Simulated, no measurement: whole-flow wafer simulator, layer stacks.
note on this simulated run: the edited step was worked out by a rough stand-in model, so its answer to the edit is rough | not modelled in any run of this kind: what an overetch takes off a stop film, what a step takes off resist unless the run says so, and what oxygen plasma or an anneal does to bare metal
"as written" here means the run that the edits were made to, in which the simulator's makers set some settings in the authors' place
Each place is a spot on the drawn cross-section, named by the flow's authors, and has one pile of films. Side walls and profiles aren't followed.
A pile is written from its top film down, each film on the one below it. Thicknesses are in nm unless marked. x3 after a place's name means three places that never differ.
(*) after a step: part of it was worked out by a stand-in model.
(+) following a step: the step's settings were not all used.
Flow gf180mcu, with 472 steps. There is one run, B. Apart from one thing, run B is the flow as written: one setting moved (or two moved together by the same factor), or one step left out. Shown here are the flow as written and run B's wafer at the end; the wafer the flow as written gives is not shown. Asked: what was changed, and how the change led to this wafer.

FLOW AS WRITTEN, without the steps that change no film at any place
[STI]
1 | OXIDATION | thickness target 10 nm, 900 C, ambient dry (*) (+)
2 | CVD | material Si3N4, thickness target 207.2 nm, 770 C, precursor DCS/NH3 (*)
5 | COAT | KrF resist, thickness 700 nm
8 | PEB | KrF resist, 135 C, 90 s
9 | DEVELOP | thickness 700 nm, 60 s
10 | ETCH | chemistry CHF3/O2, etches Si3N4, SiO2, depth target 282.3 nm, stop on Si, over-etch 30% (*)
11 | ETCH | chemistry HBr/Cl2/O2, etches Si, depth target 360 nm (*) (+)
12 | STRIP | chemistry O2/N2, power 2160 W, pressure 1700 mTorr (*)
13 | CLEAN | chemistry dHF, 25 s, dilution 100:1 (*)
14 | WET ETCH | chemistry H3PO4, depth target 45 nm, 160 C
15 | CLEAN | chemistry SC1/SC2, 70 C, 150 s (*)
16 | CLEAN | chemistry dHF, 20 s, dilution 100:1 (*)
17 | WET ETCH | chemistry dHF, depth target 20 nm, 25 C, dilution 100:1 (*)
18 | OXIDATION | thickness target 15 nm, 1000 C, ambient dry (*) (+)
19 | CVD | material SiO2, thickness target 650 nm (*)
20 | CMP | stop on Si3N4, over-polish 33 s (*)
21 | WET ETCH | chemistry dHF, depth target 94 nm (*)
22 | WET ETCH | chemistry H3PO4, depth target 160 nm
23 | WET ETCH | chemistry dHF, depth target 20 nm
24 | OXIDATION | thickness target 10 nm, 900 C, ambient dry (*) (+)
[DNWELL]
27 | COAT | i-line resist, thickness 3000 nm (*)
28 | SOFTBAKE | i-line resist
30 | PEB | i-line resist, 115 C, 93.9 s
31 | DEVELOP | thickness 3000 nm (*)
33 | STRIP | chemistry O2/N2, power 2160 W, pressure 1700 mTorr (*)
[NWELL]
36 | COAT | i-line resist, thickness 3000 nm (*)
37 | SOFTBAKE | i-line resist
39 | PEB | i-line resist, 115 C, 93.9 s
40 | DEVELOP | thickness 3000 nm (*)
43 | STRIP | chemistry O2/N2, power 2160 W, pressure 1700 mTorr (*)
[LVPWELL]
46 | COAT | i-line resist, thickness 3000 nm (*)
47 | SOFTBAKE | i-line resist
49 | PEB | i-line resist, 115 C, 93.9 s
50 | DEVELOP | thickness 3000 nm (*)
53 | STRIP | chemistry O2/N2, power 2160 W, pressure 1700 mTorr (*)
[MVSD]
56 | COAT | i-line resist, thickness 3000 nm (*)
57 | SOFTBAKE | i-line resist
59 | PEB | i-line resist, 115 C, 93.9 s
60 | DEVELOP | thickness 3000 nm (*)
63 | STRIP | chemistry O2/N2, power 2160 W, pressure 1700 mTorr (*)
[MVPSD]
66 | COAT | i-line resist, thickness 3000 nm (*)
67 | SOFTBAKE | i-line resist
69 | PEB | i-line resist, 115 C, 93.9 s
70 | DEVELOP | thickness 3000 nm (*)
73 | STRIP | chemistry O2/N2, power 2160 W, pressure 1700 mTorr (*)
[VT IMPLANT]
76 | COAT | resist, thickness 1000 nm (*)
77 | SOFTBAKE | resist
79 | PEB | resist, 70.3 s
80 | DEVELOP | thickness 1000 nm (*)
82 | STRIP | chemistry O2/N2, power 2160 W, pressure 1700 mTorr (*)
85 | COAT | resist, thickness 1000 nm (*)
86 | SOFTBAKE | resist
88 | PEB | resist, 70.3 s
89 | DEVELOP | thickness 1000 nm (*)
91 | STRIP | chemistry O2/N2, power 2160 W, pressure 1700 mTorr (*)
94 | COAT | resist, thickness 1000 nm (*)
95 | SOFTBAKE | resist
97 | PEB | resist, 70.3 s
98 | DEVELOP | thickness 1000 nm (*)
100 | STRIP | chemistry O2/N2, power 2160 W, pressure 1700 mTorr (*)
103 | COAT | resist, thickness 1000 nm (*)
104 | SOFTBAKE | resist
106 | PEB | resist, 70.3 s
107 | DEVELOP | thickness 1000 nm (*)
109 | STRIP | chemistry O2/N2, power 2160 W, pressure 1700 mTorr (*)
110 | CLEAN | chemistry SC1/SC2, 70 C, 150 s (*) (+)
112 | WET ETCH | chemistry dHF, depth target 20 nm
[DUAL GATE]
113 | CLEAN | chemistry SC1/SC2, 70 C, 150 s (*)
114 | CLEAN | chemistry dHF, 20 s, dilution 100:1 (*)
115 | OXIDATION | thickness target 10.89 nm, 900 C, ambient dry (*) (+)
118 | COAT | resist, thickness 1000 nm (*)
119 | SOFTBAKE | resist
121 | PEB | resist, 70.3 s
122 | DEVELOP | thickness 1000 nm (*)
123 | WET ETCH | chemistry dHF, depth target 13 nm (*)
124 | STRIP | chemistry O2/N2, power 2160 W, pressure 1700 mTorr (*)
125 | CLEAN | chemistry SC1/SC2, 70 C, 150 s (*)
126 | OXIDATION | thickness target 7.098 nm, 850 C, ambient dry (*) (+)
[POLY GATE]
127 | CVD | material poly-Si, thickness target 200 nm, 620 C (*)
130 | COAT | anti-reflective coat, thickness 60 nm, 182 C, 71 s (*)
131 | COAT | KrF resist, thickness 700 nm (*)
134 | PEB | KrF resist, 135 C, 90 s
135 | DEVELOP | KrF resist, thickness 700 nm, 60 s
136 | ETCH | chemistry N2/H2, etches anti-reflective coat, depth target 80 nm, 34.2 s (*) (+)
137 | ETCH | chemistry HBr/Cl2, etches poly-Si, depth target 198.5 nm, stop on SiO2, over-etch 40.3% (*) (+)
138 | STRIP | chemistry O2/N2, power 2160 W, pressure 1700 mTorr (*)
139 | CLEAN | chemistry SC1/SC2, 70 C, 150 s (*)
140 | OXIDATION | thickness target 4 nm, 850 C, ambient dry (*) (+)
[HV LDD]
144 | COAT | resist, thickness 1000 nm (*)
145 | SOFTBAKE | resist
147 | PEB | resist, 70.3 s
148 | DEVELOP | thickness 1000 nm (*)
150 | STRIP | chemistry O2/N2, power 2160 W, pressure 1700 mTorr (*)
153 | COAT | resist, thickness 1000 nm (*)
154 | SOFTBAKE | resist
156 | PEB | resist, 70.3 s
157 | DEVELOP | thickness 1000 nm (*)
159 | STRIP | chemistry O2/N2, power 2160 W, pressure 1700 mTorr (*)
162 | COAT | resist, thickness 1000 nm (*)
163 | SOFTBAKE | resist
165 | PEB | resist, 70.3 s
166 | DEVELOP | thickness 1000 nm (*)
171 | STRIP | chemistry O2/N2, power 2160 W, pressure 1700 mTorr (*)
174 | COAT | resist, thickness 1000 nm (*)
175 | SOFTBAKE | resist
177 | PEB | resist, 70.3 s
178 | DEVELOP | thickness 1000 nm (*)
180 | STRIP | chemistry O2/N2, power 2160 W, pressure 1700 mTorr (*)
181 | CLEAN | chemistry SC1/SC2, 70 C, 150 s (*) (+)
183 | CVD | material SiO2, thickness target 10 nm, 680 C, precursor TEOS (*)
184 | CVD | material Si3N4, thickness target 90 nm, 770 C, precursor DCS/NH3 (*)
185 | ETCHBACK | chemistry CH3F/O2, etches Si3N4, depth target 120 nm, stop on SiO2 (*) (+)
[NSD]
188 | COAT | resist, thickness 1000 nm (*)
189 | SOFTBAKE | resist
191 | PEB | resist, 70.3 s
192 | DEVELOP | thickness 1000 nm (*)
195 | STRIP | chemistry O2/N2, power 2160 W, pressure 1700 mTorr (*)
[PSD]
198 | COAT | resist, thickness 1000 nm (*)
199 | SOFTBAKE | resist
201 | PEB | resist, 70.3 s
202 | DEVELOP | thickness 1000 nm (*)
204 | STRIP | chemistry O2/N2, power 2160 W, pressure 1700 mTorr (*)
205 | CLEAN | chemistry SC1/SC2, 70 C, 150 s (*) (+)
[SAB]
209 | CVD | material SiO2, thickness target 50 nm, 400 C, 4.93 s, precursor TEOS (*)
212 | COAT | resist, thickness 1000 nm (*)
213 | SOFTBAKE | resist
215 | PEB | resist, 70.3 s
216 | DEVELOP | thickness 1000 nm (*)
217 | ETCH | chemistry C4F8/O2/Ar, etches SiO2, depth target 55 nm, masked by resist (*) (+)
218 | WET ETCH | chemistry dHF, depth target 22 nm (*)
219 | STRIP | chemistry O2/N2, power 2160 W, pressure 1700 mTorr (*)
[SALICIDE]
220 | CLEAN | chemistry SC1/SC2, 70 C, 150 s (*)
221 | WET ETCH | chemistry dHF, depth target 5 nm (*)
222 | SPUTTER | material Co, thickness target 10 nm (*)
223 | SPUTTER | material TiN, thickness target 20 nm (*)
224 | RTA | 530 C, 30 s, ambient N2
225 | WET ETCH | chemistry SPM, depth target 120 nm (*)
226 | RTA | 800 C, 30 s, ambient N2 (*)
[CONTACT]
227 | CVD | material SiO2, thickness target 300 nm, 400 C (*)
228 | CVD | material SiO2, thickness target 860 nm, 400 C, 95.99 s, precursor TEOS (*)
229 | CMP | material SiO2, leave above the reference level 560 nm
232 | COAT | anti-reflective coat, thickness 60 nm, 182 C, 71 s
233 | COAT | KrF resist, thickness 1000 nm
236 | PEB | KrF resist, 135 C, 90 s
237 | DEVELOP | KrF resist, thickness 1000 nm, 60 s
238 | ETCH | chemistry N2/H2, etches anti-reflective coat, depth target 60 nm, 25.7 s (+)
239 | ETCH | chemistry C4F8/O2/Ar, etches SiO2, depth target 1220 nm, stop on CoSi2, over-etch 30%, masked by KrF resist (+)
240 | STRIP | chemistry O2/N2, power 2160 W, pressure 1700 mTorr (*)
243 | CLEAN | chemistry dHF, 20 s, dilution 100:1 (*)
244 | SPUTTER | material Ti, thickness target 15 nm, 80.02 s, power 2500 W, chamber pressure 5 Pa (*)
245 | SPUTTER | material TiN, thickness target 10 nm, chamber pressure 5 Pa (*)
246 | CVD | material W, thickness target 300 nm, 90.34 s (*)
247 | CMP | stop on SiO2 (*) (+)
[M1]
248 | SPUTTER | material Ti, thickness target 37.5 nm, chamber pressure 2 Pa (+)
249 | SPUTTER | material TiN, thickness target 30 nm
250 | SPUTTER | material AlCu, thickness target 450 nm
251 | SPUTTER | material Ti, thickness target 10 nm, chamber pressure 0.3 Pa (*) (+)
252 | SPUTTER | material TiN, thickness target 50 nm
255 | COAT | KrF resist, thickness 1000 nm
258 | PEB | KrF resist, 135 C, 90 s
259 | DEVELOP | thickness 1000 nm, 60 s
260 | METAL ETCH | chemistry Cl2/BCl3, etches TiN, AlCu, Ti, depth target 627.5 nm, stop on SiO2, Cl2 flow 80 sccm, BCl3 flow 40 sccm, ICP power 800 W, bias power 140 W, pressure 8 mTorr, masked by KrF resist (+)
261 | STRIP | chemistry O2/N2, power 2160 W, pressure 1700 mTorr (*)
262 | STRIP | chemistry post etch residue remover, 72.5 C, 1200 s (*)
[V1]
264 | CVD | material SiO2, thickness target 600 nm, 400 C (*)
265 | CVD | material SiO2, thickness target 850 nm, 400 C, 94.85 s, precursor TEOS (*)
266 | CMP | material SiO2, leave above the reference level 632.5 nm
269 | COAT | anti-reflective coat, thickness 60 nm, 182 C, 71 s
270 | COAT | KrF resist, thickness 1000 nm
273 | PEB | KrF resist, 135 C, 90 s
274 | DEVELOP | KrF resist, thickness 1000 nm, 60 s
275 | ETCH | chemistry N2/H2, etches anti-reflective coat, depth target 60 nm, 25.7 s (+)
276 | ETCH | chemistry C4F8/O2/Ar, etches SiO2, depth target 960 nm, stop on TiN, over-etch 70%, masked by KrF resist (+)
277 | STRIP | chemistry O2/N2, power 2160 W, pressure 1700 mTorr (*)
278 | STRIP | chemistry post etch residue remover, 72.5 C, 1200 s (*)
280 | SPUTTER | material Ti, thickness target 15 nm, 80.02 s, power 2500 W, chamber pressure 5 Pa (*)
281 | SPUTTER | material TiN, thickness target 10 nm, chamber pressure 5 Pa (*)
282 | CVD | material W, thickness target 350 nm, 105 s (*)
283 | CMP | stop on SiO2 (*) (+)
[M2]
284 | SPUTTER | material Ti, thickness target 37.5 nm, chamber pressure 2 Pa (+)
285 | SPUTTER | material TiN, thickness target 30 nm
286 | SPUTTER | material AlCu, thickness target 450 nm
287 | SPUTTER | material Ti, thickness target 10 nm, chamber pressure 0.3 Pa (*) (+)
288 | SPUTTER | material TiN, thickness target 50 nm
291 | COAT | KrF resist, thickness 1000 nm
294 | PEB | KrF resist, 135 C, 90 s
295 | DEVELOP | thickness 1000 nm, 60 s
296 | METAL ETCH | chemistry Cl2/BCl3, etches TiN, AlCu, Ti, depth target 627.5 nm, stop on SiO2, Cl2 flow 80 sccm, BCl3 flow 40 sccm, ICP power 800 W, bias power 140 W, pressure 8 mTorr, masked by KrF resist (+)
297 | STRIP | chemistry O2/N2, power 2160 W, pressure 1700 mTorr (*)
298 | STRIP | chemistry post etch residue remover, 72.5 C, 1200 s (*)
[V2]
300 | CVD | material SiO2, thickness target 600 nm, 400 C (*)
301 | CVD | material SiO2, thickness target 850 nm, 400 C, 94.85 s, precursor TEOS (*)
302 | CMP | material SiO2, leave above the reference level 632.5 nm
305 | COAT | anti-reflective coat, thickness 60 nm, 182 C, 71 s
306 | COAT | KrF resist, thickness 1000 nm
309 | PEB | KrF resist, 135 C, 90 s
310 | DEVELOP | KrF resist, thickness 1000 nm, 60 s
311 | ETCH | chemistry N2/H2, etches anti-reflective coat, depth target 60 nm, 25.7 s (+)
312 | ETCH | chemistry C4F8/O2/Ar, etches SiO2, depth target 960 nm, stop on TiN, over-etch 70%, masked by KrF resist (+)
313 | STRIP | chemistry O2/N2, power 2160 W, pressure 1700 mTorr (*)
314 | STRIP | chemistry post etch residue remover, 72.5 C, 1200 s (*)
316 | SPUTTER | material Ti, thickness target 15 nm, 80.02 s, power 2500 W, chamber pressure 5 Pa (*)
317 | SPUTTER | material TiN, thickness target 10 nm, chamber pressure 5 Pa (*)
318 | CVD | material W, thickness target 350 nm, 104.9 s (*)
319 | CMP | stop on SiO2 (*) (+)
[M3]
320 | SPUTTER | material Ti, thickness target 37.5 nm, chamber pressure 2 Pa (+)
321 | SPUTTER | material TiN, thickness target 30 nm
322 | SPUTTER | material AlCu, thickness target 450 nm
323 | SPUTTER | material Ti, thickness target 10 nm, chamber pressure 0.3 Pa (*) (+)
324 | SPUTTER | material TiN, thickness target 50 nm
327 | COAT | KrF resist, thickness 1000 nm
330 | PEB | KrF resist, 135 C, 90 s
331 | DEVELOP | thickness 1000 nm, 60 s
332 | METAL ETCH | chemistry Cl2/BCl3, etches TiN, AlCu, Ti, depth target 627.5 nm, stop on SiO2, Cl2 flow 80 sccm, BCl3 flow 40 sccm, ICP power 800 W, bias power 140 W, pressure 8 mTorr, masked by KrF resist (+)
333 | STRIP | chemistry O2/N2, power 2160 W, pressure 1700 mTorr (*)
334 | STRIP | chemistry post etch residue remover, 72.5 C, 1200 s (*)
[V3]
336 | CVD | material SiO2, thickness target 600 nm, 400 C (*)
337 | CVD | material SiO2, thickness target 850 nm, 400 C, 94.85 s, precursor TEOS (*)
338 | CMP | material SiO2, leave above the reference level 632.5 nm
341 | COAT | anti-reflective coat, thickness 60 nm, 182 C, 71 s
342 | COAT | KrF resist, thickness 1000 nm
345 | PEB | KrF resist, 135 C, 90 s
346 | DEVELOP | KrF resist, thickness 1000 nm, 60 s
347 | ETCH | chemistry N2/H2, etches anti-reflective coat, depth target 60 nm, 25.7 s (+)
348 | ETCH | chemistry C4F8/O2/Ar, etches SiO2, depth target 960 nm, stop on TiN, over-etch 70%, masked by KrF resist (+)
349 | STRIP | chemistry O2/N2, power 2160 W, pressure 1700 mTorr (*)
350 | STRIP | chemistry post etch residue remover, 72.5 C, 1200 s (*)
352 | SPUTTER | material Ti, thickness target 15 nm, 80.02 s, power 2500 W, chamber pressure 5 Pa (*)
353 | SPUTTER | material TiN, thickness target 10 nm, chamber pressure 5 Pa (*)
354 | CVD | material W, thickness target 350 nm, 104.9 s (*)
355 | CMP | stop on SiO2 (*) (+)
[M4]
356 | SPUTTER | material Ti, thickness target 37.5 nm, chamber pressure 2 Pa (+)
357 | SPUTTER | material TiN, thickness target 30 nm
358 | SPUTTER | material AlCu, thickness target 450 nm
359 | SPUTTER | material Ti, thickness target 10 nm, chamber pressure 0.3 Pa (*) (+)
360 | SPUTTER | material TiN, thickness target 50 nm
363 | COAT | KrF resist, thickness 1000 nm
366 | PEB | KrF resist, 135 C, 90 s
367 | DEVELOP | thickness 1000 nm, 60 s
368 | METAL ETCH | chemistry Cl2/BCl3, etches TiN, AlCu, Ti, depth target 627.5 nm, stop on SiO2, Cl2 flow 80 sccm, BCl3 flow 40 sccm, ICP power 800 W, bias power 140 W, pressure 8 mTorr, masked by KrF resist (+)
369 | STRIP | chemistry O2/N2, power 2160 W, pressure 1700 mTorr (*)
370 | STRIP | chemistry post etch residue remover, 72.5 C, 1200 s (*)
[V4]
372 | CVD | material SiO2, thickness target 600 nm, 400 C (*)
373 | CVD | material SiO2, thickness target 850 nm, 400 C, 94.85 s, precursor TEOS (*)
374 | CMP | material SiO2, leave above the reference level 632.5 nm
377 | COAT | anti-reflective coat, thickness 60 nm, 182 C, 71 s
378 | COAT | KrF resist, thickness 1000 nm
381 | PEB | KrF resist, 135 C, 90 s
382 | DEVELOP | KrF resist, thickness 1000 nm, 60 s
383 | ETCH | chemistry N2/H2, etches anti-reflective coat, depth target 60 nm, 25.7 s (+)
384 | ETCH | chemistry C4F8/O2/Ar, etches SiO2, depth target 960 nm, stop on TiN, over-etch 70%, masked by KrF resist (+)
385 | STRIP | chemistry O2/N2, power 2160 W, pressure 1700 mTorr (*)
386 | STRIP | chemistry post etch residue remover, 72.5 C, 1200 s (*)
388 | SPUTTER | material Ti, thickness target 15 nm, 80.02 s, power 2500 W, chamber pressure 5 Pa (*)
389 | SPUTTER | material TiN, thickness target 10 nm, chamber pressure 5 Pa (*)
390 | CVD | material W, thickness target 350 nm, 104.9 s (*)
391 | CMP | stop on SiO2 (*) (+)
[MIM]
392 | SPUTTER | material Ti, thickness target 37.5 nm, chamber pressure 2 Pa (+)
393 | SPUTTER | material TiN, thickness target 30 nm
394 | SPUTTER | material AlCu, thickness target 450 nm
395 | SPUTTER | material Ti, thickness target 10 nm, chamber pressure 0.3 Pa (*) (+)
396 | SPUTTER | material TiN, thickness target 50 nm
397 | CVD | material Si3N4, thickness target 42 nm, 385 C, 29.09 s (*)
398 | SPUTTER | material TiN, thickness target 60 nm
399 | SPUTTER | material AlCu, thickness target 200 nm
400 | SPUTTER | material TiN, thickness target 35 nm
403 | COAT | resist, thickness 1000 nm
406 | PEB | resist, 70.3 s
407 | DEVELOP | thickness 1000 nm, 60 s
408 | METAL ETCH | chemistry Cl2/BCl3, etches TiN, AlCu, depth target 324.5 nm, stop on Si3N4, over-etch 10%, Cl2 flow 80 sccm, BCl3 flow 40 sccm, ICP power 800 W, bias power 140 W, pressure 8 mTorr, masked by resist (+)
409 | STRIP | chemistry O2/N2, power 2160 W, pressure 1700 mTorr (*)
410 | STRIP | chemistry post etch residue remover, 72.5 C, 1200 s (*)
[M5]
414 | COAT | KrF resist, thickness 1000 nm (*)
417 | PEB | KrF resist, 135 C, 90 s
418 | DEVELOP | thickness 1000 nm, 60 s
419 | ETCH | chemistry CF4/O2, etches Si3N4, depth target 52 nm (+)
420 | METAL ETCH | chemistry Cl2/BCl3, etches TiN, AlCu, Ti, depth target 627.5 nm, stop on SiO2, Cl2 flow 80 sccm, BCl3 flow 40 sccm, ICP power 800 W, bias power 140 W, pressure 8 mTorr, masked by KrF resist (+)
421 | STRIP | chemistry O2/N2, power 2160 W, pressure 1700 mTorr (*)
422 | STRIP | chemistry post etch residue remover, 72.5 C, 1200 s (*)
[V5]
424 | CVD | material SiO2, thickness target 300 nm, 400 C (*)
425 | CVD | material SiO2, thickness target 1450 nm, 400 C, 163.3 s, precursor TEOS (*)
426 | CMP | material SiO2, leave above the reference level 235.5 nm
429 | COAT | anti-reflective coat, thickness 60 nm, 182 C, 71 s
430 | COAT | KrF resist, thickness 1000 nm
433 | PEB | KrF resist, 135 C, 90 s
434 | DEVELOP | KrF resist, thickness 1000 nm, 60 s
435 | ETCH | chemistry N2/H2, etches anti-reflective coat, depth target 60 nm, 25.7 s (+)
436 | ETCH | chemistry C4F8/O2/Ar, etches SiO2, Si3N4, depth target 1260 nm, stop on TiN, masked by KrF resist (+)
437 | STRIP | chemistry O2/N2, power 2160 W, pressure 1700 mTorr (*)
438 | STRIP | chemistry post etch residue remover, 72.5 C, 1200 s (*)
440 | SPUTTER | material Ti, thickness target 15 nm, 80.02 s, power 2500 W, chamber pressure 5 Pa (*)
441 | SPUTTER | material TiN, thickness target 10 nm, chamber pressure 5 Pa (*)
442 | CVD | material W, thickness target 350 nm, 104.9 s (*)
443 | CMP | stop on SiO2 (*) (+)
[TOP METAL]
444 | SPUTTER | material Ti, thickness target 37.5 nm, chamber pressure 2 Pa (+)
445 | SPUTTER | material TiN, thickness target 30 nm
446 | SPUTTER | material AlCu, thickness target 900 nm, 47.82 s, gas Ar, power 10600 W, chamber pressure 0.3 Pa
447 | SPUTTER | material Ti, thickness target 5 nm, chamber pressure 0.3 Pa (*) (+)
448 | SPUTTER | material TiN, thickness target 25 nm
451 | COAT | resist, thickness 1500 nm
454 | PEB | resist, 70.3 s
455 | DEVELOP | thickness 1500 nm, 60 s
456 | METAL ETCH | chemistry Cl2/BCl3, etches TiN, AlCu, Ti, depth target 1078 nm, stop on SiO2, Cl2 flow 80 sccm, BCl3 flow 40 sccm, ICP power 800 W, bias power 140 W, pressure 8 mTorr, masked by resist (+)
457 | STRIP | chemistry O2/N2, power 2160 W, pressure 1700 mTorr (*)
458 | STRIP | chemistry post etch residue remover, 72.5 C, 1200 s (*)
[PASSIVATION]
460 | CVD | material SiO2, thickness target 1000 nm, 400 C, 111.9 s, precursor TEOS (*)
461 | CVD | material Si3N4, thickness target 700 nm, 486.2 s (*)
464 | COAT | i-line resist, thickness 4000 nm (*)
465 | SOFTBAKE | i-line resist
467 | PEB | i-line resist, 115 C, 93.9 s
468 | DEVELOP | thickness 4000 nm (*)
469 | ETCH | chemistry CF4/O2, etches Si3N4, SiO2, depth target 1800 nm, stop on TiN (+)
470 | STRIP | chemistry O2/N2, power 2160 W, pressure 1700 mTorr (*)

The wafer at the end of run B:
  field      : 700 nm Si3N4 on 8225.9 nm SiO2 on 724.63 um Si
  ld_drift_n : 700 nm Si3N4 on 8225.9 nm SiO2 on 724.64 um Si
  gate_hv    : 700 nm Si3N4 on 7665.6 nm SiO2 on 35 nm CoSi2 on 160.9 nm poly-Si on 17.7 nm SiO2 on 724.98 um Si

What caused this: step 126, OXIDATION: thickness target 11.07 nm was run, while the flow as written has thickness target 7.098 nm.

How this came from the change, step by step:
  126 | OXIDATION | thickness target 7.098 nm, 850 C, ambient dry (*) (+)
      gate_hv, active_hv, active_nat and 25 more: SiO2 gains 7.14, Si loses 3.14 (it would be, as written: SiO2 gains 3.72, Si loses 1.64)
      active, n_well, p_well and 12 more: SiO2 gains 11.1 (new film), chemical SiO2 loses 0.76 (all of it), Si loses 4.54 (it would be, as written: SiO2 gains 7.1 (new film), chemical SiO2 loses 0.76 (all of it), Si loses 2.79)
      (as well as at 49 more places)
  130 | COAT | anti-reflective coat, thickness 60 nm, 182 C, 71 s (*)
      p_well, spacer, sd_n: anti-reflective coat gains 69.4 (new film) (it would be, as written: anti-reflective coat gains 70.9 (new film))
      nplus_u: anti-reflective coat gains 65.4 (new film) (it would be, as written: anti-reflective coat gains 66.8 (new film))
      (as well as at 1 more place)
  136 | ETCH | chemistry N2/H2, etches anti-reflective coat, depth target 80 nm, 34.2 s (*) (+)
      p_well, spacer, sd_n: anti-reflective coat loses 69.4 (all of it), poly-Si loses 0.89 (it would be, as written: anti-reflective coat loses 70.9 (all of it), poly-Si loses 0.85)
      nplus_u: anti-reflective coat loses 65.4 (all of it), poly-Si loses 0.99 (it would be, as written: anti-reflective coat loses 66.8 (all of it), poly-Si loses 0.95)
      (as well as at 1 more place)
  189 | SOFTBAKE | resist
      active_hv: resist loses 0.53 (it would be, as written: resist gains 2.68)
      nw_enc_fld_lv__w3: resist loses 1.6 (it would be, as written: resist gains 2.11)
      (as well as at 1 more place)
  199 | SOFTBAKE | resist
      active_hv: resist loses 0.53 (it would be, as written: resist gains 2.68)
      nw_enc_fld_lv__w3: resist loses 1.6 (it would be, as written: resist gains 2.11)
      (as well as at 1 more place)
  218 | WET ETCH | chemistry dHF, depth target 22 nm (*)
      active, p_well, sd_n, iso_ptap_pw, iso_ntap_nw, iso_ptap_sub, vpnp_e: SiO2 loses 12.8 (all of it) (it would be, as written: SiO2 loses 9.01 (all of it))
      ldn_tap, ldn_src, ldn_drn, ldp_tap, ldp_src, ldp_drn, ldp_gr: SiO2 loses 19.2 (all of it) (it would be, as written: SiO2 loses 16 (all of it))
      (as well as at 9 more places)
